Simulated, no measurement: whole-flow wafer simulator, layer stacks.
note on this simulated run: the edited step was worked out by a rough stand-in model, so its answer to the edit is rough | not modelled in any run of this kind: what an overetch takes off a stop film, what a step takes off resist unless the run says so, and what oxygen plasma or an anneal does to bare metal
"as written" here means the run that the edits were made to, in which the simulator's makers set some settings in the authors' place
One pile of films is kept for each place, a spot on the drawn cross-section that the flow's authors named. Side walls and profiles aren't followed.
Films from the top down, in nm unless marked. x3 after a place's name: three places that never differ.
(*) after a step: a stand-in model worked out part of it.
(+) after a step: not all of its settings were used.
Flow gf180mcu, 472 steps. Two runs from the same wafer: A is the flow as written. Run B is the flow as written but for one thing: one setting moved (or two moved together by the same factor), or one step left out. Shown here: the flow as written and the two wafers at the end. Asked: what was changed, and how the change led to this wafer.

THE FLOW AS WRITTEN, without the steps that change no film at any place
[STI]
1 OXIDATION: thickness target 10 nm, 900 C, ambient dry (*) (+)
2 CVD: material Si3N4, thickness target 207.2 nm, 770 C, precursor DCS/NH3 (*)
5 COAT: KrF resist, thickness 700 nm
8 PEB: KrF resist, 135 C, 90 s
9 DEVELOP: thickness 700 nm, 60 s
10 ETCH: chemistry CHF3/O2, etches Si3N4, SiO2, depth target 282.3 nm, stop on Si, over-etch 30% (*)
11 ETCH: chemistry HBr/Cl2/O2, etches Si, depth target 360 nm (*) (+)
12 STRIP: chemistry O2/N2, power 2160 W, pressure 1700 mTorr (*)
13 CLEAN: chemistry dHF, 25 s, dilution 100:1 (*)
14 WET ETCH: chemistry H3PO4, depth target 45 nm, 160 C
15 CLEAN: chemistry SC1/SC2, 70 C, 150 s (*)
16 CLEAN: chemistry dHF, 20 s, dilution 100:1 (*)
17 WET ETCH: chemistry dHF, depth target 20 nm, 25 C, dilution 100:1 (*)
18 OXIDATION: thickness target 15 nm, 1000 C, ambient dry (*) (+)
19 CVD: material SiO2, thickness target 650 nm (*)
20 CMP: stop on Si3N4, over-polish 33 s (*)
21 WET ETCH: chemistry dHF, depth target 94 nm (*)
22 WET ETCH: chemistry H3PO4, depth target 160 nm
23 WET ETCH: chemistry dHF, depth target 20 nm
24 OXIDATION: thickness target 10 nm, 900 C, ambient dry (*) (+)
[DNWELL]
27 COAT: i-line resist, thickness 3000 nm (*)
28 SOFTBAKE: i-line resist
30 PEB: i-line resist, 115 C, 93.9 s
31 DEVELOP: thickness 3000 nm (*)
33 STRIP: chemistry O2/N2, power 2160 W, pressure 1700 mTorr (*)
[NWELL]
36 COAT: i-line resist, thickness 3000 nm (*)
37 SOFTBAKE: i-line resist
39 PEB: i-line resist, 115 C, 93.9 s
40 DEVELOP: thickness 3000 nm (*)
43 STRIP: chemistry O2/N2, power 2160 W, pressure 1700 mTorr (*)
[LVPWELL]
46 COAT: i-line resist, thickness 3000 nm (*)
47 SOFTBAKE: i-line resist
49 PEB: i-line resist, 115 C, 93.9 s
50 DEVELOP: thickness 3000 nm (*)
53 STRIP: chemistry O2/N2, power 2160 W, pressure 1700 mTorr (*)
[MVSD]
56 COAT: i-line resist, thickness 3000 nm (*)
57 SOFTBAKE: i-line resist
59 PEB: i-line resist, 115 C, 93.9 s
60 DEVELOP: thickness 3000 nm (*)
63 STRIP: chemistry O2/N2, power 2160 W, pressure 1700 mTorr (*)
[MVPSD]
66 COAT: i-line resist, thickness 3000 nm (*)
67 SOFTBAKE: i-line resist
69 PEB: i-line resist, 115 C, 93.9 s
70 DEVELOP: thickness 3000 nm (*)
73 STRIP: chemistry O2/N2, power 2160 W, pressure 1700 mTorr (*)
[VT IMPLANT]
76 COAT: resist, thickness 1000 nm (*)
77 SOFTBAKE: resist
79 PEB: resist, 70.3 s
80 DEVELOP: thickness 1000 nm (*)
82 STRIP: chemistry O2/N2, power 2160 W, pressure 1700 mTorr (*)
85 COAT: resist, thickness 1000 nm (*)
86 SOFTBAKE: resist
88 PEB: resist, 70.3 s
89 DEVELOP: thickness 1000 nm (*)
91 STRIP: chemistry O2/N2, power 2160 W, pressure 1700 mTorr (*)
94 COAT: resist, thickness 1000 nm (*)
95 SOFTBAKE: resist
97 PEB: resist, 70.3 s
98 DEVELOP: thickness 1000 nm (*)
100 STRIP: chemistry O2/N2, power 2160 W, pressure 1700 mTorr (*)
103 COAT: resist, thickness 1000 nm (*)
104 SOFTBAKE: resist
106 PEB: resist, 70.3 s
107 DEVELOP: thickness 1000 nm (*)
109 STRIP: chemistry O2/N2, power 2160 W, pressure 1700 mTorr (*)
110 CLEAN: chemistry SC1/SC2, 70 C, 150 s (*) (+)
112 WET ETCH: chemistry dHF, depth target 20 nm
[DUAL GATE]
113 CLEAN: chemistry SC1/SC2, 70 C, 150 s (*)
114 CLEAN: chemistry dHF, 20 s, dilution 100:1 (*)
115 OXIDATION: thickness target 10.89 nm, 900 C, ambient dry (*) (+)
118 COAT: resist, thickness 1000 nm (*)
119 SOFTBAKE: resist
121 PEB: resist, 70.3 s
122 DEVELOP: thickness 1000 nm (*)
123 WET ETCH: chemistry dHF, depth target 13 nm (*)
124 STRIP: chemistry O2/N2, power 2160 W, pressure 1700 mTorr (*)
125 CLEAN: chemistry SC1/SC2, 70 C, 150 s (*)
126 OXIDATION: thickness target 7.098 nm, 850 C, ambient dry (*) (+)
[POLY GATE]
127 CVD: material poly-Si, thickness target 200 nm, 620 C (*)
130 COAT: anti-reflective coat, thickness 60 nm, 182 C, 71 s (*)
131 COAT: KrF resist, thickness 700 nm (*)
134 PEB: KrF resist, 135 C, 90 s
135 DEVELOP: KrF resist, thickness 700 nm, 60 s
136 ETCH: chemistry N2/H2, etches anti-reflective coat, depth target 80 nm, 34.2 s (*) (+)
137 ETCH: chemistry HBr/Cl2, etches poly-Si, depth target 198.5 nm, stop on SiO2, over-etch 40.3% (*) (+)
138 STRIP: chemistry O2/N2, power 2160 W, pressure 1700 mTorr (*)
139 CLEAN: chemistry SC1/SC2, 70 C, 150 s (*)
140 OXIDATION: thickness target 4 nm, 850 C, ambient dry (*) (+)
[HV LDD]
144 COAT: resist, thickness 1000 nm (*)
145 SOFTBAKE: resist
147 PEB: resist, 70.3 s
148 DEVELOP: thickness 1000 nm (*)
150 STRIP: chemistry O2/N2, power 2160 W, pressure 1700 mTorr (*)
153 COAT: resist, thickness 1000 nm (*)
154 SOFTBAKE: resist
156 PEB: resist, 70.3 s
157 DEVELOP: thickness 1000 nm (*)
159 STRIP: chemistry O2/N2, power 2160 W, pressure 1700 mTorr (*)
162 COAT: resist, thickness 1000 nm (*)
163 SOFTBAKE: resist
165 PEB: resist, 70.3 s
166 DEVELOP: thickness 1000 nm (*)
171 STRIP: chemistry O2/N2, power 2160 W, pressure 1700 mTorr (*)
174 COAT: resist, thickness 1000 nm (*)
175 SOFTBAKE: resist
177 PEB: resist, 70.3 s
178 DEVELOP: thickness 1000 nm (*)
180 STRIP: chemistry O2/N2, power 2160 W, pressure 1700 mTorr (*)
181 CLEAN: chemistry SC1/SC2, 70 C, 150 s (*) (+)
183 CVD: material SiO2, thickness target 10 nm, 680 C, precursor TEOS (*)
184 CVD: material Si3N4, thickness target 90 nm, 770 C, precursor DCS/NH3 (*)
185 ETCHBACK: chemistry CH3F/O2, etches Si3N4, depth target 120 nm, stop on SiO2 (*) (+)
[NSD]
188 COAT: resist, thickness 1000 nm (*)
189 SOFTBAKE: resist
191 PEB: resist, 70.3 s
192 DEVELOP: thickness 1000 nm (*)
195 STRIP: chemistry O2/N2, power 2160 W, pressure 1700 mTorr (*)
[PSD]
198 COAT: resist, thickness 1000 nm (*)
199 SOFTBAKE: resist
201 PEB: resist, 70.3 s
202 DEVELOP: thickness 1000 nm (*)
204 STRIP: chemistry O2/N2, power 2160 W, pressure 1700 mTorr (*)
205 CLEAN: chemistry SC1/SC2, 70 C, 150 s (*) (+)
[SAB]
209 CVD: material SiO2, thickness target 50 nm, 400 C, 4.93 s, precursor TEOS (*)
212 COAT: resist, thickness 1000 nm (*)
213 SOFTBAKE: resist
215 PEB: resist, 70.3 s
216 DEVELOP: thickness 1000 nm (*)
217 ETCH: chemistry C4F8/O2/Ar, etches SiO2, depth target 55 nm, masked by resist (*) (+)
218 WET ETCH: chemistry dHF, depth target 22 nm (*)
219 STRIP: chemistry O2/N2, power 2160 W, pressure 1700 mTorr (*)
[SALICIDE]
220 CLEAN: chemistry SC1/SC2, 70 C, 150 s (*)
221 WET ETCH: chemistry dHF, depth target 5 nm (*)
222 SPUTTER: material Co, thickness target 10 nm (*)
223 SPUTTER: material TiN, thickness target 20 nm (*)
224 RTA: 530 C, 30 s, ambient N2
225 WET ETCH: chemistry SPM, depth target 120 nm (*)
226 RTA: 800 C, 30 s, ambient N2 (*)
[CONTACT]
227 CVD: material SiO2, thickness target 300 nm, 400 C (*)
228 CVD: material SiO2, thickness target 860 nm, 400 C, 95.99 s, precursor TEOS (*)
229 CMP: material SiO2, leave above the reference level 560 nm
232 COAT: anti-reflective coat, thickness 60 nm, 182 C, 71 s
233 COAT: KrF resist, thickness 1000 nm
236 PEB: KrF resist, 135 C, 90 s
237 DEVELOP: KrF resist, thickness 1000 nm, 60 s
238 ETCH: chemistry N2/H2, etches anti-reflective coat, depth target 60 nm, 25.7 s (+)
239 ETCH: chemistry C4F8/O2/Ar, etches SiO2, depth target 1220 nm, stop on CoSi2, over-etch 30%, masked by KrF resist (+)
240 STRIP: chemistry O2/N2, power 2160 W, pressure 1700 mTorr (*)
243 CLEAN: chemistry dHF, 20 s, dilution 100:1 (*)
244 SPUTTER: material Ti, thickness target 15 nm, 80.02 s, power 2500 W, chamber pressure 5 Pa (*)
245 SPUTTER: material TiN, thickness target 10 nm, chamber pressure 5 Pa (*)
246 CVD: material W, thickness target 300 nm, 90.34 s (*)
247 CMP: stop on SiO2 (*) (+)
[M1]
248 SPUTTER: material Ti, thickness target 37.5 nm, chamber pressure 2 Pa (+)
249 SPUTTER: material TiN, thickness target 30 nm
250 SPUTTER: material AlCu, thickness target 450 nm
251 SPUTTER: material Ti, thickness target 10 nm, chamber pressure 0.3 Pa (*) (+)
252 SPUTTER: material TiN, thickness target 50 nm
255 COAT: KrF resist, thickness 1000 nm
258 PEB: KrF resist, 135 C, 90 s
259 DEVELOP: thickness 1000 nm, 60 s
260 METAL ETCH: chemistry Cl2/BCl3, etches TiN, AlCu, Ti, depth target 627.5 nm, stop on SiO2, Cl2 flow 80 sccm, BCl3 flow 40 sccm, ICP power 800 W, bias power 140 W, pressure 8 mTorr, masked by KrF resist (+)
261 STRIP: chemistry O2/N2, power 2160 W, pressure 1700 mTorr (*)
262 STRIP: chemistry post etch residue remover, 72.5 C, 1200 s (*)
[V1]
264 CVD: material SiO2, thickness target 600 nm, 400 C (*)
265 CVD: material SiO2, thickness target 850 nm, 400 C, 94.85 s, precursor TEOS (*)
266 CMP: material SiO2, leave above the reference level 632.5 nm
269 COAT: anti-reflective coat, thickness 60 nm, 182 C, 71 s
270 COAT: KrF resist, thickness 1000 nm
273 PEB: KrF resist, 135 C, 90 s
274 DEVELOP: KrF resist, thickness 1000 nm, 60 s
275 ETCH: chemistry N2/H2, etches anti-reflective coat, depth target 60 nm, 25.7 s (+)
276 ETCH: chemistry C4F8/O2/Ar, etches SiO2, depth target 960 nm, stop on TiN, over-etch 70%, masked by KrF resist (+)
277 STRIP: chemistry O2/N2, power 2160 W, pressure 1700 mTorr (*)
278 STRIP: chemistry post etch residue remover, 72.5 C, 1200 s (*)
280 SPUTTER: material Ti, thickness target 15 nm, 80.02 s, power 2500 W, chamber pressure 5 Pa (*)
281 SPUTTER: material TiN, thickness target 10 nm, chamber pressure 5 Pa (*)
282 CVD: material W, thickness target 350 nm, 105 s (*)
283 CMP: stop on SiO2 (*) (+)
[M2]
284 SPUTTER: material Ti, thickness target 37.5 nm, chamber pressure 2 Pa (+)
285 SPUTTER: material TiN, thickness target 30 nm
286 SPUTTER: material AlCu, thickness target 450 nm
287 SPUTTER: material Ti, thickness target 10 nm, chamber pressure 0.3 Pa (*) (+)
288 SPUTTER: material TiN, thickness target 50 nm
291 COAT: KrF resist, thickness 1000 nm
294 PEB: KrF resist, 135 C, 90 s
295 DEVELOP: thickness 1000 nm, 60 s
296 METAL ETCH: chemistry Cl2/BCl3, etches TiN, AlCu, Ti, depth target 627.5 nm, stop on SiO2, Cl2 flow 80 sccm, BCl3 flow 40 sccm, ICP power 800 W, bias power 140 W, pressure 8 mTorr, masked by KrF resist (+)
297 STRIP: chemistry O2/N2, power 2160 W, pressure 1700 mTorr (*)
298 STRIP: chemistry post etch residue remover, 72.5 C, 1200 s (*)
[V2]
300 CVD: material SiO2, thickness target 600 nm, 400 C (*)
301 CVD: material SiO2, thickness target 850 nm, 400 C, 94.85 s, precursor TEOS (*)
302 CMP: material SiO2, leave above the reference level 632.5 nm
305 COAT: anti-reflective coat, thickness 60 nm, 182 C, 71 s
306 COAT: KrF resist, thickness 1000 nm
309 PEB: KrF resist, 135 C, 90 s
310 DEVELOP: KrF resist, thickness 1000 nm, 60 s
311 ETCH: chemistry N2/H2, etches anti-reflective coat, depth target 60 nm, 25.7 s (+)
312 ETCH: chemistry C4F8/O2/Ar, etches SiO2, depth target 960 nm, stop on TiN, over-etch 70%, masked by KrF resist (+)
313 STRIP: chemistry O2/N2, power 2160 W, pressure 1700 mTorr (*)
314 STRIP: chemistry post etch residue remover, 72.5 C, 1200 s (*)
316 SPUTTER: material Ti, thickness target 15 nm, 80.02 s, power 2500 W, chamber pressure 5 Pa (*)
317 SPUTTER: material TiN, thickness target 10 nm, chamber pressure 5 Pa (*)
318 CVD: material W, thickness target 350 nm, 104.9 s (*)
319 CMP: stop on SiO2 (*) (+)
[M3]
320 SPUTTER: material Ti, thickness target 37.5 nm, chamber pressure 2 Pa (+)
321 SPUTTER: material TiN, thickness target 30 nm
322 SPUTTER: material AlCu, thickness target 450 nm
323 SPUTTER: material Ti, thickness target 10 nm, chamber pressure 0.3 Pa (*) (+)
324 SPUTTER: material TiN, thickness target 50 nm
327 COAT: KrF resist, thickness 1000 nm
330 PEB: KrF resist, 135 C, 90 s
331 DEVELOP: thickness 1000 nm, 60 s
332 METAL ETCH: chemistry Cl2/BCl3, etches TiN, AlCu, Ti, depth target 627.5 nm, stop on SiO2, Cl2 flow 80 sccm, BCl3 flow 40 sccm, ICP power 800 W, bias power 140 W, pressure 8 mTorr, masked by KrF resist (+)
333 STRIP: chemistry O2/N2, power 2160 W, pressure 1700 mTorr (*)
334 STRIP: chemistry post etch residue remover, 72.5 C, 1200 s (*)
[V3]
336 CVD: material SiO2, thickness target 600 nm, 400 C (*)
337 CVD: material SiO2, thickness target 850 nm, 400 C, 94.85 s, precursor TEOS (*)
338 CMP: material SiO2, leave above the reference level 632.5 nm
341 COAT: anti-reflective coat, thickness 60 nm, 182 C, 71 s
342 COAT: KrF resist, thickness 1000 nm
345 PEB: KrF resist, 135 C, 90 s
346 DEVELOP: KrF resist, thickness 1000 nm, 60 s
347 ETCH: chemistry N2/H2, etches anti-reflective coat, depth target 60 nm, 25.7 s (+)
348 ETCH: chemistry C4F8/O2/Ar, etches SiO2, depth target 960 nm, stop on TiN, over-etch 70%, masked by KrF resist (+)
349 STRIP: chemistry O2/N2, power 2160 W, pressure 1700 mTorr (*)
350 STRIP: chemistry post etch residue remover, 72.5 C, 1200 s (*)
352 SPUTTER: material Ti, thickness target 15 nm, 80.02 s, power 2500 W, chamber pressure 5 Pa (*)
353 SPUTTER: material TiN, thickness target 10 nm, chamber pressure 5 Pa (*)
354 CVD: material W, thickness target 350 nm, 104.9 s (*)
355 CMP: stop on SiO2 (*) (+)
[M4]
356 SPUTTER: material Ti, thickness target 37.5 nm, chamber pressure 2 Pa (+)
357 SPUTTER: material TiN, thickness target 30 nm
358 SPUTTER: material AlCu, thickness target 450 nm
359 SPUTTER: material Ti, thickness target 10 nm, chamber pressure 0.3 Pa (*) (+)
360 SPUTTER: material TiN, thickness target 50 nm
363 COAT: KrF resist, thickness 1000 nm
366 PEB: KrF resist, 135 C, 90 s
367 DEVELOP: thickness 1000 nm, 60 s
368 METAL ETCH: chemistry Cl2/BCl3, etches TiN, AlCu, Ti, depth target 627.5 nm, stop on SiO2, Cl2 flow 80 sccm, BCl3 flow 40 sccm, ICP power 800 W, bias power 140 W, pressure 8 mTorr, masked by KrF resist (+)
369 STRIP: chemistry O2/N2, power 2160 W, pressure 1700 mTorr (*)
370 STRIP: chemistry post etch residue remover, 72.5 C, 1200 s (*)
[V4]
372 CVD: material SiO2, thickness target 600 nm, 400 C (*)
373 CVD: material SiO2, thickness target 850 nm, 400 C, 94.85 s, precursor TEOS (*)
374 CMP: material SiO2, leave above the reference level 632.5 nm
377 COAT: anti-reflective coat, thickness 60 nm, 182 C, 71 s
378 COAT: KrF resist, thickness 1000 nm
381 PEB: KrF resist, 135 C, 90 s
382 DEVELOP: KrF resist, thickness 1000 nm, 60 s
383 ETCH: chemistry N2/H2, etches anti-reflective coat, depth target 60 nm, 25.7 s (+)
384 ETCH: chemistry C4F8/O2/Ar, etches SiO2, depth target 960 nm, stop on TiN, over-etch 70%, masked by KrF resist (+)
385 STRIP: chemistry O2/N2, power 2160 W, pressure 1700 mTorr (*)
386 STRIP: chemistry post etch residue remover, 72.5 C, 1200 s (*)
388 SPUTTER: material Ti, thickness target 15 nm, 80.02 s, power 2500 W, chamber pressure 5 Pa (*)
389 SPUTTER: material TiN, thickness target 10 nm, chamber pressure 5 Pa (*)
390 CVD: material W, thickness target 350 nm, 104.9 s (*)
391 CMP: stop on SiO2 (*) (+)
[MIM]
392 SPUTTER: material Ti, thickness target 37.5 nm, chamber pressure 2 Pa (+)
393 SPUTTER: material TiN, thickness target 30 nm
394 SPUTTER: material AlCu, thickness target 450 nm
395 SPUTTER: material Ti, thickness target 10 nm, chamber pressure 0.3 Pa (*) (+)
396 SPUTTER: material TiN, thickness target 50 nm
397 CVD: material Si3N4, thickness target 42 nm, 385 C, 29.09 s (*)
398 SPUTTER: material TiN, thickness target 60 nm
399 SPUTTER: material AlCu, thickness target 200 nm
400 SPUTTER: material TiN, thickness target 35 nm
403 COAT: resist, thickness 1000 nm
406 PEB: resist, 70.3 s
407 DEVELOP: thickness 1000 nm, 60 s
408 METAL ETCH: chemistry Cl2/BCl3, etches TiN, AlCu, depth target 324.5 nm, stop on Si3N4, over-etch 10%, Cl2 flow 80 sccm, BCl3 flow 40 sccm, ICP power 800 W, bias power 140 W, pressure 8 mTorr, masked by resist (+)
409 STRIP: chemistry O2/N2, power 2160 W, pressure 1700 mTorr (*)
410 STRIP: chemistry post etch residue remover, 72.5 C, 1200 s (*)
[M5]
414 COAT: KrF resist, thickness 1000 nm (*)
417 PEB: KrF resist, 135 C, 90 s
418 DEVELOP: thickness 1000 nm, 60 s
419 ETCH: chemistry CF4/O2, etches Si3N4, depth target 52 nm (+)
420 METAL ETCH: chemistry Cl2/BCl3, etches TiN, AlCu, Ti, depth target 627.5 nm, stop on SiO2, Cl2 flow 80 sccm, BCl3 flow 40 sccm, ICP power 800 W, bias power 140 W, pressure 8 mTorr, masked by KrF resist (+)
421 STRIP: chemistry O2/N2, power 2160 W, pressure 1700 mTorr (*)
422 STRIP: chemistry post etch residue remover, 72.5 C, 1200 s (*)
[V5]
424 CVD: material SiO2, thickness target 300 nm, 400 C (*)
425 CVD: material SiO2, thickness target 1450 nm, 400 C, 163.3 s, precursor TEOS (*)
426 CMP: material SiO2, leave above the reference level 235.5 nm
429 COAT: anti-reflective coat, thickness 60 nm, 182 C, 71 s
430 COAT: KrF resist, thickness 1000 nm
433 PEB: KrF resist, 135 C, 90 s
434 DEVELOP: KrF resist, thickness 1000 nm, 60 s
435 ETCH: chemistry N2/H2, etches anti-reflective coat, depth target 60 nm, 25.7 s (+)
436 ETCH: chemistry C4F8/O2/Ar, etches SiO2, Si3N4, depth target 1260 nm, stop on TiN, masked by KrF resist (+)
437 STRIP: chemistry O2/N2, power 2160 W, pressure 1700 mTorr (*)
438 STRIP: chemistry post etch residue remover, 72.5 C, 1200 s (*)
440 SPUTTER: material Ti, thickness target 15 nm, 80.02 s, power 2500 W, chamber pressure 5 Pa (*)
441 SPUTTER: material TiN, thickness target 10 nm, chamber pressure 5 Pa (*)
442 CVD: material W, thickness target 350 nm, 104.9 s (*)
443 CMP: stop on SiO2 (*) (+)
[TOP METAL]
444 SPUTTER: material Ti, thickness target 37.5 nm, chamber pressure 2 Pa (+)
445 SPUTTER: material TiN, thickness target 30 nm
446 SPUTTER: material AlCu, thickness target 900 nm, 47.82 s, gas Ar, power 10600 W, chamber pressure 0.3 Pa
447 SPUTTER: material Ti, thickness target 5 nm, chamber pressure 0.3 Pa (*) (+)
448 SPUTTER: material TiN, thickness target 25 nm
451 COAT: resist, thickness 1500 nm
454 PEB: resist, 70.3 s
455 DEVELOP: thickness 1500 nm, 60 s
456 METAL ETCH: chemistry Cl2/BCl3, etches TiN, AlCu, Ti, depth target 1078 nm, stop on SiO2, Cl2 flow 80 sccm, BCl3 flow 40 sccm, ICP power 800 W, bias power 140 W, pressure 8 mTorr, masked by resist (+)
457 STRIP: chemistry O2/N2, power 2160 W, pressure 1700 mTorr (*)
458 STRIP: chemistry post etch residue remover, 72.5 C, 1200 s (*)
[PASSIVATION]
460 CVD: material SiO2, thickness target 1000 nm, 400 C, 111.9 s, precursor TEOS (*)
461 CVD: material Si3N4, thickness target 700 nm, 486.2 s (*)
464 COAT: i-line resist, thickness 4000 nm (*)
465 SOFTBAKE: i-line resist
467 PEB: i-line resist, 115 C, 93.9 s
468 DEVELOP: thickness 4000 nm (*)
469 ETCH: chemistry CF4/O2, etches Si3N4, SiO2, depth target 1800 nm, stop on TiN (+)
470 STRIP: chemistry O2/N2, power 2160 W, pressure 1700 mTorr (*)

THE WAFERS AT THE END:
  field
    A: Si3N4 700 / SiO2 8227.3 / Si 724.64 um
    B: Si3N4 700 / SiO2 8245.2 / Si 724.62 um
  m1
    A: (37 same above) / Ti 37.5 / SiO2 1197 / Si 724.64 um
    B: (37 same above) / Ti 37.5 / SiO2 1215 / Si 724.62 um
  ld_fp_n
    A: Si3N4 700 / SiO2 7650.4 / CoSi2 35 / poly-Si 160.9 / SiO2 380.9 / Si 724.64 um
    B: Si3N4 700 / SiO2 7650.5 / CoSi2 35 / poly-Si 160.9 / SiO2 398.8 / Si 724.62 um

The cause: step 11, ETCH: depth target 378 nm was run, where the flow has depth target 360 nm.

How the change led to this, step by step:
  11 ETCH: chemistry HBr/Cl2/O2, etches Si, depth target 360 nm (*) (+)
      active, n_well, p_well and 40 more: A KrF resist -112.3 | B KrF resist -118.3
      field, field_sub, sti and 34 more: A Si -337 | B Si -355
  20 CMP: stop on Si3N4, over-polish 33 s (*)
      sti, mim_1p0, pad and 11 more: A SiO2 -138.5 | B SiO2 -120.5
      nw_enc_fld, nw_enc_fld_lv: A SiO2 -142.5 | B SiO2 -124.5
      (and at 10 more places)
